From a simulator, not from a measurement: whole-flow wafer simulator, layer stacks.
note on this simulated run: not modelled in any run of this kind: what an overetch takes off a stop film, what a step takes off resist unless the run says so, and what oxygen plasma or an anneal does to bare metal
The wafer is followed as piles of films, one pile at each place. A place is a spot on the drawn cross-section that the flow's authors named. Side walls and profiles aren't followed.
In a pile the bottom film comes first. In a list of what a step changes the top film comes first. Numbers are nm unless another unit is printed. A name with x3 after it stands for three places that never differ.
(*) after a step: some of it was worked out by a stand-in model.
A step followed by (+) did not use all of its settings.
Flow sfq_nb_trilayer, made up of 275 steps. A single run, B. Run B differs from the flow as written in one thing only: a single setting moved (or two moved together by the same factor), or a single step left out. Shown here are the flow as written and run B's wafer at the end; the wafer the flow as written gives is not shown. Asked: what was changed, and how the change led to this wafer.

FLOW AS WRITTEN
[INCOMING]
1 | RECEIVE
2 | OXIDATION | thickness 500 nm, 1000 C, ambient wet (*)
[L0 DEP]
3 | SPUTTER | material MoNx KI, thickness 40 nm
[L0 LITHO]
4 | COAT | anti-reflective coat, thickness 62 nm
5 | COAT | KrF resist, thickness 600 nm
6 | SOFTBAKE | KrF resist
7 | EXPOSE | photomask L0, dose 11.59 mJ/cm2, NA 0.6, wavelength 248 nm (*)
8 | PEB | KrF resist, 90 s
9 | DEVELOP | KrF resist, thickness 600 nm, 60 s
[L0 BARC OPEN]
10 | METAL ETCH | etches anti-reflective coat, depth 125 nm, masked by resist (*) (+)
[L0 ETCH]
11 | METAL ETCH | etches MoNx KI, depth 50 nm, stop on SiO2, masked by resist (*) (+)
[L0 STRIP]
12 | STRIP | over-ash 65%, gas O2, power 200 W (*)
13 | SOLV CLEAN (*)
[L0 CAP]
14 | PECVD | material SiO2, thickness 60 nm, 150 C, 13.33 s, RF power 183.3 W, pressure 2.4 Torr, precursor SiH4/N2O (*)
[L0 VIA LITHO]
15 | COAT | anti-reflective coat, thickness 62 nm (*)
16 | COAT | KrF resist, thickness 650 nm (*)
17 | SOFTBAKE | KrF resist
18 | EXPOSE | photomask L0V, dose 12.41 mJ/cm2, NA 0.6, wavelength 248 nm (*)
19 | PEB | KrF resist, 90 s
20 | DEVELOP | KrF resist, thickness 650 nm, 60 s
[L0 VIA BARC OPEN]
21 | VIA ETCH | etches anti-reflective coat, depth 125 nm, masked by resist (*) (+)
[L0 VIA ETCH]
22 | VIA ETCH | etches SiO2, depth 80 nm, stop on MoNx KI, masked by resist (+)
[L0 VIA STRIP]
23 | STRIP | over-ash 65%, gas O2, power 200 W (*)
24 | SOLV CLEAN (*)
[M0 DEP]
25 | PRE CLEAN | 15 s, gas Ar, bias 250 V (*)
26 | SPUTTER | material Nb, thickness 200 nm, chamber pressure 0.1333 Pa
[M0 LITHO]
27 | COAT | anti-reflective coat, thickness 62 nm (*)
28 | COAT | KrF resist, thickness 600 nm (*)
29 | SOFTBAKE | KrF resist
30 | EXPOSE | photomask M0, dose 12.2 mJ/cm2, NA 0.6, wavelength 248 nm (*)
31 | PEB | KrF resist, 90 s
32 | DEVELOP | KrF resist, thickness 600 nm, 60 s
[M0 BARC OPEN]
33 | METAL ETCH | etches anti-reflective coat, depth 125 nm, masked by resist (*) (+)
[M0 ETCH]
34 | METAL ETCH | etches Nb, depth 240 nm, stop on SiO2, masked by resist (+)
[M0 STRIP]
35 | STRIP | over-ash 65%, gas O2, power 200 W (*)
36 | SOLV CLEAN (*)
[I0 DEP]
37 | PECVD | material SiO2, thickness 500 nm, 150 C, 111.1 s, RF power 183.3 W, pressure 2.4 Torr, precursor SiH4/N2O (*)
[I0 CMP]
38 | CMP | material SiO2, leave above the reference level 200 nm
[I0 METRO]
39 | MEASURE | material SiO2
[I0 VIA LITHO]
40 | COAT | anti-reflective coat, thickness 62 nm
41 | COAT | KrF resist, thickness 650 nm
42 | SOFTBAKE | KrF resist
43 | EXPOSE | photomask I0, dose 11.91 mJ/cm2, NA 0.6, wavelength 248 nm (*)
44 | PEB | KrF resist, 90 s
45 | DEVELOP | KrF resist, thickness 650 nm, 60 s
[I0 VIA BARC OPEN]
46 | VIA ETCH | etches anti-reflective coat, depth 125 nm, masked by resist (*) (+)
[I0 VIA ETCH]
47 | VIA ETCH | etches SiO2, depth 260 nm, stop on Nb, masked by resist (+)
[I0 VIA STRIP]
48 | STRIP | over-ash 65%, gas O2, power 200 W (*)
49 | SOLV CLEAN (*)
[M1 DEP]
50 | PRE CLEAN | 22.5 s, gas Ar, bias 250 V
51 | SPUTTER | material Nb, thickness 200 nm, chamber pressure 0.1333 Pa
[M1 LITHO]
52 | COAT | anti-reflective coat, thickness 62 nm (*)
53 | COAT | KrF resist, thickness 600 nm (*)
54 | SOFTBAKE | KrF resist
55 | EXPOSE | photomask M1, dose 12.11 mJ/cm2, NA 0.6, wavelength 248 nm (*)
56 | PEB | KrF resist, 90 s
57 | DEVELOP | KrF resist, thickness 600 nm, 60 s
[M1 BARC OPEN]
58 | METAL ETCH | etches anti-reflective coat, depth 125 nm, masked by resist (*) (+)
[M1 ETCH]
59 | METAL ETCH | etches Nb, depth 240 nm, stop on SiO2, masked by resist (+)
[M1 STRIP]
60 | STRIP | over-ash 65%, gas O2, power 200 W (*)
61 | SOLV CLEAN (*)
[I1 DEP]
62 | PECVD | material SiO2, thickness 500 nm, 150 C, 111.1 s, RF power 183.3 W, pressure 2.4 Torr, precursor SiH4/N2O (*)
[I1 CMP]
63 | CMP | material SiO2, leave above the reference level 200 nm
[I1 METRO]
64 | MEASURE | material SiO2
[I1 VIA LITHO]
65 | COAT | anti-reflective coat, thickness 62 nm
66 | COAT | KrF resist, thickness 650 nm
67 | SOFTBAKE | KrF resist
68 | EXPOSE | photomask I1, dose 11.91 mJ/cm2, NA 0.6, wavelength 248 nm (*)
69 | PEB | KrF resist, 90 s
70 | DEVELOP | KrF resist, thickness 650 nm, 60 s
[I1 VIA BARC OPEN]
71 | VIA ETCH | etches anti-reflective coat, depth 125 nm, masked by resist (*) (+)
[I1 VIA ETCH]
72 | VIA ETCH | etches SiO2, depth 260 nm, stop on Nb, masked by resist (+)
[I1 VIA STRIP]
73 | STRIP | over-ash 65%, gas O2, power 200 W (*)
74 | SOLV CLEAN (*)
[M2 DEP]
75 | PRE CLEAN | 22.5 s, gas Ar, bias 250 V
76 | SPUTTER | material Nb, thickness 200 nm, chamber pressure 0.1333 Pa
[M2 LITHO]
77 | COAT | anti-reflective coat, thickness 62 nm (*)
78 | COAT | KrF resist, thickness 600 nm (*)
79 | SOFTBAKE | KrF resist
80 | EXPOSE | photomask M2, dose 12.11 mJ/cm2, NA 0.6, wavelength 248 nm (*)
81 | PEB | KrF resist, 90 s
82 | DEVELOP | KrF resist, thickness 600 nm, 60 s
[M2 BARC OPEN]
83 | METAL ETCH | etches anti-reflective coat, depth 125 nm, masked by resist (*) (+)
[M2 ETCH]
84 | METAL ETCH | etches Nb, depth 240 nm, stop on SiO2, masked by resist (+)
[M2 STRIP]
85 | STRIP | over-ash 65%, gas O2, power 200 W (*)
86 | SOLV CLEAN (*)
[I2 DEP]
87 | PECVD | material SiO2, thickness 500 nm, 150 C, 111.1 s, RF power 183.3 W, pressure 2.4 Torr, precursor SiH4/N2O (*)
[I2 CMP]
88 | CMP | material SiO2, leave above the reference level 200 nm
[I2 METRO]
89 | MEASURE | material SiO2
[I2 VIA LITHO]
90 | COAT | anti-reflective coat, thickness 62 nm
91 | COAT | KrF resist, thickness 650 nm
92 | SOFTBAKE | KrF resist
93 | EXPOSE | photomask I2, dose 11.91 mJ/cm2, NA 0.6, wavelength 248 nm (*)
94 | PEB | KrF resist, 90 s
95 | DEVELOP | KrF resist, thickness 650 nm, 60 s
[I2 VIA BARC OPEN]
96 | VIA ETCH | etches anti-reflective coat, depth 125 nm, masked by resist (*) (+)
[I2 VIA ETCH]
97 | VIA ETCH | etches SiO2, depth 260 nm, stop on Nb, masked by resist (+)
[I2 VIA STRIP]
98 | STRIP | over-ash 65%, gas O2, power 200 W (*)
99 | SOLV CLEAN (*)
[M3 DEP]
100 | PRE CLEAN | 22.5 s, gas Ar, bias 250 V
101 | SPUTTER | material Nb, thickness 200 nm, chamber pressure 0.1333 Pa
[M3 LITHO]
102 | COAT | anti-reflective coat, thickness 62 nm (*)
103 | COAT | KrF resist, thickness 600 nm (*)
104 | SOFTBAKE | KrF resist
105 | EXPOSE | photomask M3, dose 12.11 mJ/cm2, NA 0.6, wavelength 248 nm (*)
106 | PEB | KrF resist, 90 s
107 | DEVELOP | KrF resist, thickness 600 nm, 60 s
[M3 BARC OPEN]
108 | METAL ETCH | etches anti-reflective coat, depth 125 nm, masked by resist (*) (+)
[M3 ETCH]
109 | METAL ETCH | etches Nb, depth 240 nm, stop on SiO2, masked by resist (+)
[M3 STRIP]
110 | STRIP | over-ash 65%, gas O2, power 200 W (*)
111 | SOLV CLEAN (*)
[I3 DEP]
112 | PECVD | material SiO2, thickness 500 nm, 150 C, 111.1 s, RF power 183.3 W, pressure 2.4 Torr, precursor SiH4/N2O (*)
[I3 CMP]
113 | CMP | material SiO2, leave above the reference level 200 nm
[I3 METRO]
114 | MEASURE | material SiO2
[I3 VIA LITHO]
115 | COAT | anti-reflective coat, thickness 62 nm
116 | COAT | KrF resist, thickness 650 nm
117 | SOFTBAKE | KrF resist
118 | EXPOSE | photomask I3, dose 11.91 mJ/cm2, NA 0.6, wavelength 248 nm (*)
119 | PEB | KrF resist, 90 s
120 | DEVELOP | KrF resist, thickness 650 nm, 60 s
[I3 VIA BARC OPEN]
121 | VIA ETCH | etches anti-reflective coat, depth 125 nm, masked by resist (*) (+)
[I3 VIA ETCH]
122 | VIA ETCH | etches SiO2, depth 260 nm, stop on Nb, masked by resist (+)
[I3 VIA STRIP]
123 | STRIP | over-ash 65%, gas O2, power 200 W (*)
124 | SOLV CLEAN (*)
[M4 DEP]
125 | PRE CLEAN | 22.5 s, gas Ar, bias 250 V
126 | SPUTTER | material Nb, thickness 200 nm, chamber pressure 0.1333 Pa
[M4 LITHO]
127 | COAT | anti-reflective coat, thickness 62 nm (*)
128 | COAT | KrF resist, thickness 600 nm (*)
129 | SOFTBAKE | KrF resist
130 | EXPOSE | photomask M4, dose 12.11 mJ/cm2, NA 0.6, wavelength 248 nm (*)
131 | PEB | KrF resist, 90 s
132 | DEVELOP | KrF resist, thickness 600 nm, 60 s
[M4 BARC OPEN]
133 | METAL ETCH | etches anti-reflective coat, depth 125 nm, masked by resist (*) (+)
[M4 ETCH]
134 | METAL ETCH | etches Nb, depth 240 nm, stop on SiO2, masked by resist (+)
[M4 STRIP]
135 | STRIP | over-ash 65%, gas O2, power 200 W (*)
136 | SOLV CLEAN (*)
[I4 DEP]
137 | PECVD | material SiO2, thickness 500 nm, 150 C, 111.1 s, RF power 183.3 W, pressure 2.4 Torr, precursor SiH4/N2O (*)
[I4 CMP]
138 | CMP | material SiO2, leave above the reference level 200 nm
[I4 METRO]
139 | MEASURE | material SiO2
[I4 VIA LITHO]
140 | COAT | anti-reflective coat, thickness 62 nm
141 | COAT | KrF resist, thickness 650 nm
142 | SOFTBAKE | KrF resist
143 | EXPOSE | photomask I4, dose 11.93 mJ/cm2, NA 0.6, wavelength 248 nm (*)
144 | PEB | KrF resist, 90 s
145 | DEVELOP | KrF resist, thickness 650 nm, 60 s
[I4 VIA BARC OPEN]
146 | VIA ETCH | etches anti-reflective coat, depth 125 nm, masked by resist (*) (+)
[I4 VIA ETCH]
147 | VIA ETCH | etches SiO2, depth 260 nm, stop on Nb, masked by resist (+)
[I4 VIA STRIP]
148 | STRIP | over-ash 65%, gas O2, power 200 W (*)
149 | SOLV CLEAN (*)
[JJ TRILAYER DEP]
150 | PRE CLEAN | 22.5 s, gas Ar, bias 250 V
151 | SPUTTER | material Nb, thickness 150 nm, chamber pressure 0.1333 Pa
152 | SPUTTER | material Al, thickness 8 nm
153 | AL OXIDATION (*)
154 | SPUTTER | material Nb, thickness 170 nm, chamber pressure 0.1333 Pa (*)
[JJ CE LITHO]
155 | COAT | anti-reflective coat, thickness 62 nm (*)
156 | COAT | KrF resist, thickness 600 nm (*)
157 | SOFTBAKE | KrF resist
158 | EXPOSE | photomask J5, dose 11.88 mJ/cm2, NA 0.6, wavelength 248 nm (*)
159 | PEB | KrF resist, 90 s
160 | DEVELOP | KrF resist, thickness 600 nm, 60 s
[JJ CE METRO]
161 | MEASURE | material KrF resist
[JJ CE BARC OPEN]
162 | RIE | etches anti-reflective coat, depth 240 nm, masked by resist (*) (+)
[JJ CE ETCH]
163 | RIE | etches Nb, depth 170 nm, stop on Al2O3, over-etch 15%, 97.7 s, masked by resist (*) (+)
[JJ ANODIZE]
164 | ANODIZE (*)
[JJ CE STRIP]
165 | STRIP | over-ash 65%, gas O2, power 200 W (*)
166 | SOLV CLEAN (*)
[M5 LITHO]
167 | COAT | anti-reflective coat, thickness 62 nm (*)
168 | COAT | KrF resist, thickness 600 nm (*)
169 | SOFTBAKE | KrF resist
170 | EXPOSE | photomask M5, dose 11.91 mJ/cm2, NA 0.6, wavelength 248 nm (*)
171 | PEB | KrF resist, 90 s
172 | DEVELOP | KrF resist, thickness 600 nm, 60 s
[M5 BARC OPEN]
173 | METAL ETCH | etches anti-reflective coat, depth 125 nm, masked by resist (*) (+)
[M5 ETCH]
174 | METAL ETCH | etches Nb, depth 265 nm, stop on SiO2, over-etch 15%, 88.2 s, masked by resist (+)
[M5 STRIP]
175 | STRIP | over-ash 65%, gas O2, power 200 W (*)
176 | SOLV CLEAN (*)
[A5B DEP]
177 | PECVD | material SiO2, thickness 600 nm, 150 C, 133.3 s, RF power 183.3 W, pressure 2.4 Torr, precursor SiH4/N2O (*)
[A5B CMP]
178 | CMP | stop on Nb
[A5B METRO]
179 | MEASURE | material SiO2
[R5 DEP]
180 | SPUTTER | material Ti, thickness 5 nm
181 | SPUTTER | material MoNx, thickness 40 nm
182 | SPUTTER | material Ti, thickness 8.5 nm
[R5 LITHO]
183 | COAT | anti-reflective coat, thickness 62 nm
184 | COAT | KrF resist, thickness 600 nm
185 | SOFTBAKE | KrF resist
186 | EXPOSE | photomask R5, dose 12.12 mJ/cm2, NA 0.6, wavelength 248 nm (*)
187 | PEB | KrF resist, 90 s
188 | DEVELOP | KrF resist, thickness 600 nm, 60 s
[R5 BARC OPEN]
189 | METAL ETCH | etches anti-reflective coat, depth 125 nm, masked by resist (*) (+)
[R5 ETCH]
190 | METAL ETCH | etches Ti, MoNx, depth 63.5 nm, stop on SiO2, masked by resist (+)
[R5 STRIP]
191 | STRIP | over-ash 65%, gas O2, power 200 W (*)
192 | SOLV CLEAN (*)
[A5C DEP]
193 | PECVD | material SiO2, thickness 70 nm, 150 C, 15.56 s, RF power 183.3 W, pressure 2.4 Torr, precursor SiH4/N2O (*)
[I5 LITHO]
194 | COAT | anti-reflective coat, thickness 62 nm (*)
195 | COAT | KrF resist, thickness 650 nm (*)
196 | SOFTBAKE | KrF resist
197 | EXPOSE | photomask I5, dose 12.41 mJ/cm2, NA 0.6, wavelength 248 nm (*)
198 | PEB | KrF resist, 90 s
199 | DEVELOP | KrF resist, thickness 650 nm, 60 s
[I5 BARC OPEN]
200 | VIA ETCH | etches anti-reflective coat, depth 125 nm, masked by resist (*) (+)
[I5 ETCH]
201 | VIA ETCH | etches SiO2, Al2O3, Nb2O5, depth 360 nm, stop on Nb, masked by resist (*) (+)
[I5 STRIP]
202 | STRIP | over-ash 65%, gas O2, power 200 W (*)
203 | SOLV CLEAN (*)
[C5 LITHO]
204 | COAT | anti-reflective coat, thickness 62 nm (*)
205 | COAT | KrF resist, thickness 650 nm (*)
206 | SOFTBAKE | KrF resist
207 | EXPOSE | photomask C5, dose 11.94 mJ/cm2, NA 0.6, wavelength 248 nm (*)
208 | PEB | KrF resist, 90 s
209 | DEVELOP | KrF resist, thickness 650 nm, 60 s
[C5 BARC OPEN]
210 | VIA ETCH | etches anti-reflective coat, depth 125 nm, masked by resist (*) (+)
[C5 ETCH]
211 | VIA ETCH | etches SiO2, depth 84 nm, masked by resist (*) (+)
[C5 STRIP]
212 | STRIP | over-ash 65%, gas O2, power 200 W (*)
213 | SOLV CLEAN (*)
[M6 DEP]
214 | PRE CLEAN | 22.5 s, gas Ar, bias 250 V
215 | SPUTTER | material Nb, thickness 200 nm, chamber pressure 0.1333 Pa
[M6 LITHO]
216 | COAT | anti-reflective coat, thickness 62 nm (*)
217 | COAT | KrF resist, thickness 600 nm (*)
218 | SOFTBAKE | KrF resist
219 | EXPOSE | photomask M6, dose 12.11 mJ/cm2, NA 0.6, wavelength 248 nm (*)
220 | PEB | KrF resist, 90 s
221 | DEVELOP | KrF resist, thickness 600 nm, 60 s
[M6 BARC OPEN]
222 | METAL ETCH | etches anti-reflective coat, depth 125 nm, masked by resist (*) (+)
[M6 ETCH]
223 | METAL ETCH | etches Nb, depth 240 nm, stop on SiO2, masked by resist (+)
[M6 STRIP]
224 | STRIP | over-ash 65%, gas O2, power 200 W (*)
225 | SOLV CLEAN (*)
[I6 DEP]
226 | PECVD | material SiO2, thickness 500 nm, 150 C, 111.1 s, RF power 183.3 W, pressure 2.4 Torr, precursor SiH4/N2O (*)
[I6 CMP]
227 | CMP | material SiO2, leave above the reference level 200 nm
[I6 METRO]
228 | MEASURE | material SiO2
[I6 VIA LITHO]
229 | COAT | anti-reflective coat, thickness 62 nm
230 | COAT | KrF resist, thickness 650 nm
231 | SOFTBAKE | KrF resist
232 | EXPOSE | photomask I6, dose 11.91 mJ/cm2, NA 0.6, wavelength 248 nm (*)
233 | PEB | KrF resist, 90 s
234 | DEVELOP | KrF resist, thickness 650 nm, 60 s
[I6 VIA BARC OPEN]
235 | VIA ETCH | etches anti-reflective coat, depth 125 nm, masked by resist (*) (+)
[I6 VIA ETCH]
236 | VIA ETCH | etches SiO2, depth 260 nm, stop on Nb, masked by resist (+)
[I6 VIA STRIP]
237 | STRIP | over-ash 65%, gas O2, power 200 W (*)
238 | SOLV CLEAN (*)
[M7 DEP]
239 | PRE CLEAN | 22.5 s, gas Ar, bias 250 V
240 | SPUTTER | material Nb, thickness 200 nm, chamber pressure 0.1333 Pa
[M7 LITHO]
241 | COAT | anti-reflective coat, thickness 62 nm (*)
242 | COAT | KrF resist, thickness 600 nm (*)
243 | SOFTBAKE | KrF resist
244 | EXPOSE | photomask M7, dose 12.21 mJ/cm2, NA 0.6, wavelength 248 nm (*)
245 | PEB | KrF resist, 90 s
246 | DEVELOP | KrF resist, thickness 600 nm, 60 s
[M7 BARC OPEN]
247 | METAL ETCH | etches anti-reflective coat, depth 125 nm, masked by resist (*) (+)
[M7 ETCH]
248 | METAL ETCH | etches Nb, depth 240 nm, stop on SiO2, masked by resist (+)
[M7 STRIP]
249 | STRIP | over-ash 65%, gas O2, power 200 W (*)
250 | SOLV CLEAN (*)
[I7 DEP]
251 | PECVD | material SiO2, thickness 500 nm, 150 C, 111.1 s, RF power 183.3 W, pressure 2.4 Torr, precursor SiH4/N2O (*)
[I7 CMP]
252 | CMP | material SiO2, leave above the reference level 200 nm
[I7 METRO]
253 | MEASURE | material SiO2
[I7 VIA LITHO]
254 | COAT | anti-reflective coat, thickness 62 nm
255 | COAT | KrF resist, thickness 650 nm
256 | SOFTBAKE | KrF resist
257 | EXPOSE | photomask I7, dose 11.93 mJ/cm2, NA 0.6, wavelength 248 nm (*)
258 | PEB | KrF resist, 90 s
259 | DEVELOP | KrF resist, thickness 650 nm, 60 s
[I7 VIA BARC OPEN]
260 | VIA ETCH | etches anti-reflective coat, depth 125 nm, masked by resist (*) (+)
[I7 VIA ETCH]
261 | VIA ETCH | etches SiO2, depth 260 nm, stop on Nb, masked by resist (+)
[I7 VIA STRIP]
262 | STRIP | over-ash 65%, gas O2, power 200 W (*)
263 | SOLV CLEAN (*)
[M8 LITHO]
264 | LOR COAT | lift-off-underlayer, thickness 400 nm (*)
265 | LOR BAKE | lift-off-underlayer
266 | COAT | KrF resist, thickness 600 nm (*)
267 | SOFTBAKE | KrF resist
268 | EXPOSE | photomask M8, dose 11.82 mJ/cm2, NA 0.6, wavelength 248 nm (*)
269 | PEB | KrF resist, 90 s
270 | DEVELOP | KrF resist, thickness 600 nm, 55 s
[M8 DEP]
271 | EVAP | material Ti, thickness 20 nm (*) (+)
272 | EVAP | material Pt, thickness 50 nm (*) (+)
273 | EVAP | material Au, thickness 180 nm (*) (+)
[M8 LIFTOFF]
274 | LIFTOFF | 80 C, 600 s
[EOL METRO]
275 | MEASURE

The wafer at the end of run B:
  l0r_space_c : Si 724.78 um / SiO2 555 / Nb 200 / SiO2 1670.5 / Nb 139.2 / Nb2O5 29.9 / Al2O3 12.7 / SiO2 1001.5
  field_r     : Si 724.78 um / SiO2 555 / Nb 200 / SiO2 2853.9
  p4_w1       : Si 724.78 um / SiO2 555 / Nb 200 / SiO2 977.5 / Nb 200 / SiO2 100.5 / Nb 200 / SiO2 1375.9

Cause: step 113, CMP: leave above the reference level 108 nm was run, whereas the flow has leave above the reference level 200 nm.

The path from the change to this, step by step:
  113 | CMP | material SiO2, leave above the reference level 200 nm
      field_l, be, be_sur and 64 more: SiO2 loses 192 (it would be, as written: SiO2 loses 100)
      v_sur, via_wl, via_wr and 27 more: SiO2 loses 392 (it would be, as written: SiO2 loses 300)
      (as well as at 9 more places)
  122 | VIA ETCH | etches SiO2, depth 260 nm, stop on Nb, masked by resist (+)
      field_l, v_sur, via_wl and 102 more: KrF resist loses 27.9 (it would be, as written: KrF resist loses 44.8)
      via_v: SiO2 loses 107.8 (all of it) (it would be, as written: SiO2 loses 199.8 (all of it))
  123 | STRIP | over-ash 65%, gas O2, power 200 W (*)
      field_l, v_sur, via_wl and 102 more: KrF resist loses 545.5 (all of it), anti-reflective coat loses 62 (all of it) (it would be, as written: KrF resist loses 528.6 (all of it), anti-reflective coat loses 62 (all of it))
  126 | SPUTTER | material Nb, thickness 200 nm, chamber pressure 0.1333 Pa
      via_v: Nb gains 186 (it would be, as written: Nb gains 165.5)
  127 | COAT | anti-reflective coat, thickness 62 nm (*)
      via_sp: anti-reflective coat gains 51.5 (new film) (it would be, as written: anti-reflective coat gains 53 (new film))
      via_v: anti-reflective coat gains 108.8 (new film) (it would be, as written: anti-reflective coat gains 124.8 (new film))
      (as well as at 1 more place)
  128 | COAT | KrF resist, thickness 600 nm (*)
      via_v: KrF resist gains 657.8 (new film) (it would be, as written: KrF resist gains 739.8 (new film))
  135 | STRIP | over-ash 65%, gas O2, power 200 W (*)
      via_sp: KrF resist loses 382.6 (all of it), anti-reflective coat loses 51.5 (all of it) (it would be, as written: KrF resist loses 373.9 (all of it), anti-reflective coat loses 53 (all of it))
      via_v: KrF resist loses 440 (all of it), anti-reflective coat loses 108.8 (all of it) (it would be, as written: KrF resist loses 521.8 (all of it), anti-reflective coat loses 124.8 (all of it))
      (as well as at 1 more place)
  137 | PECVD | material SiO2, thickness 500 nm, 150 C, 111.1 s, RF power 183.3 W, pressure 2.4 Torr, precursor SiH4/N2O (*)
      via_v: SiO2 gains 500 (new film) (it would be, as written: SiO2 gains 615 (new film))
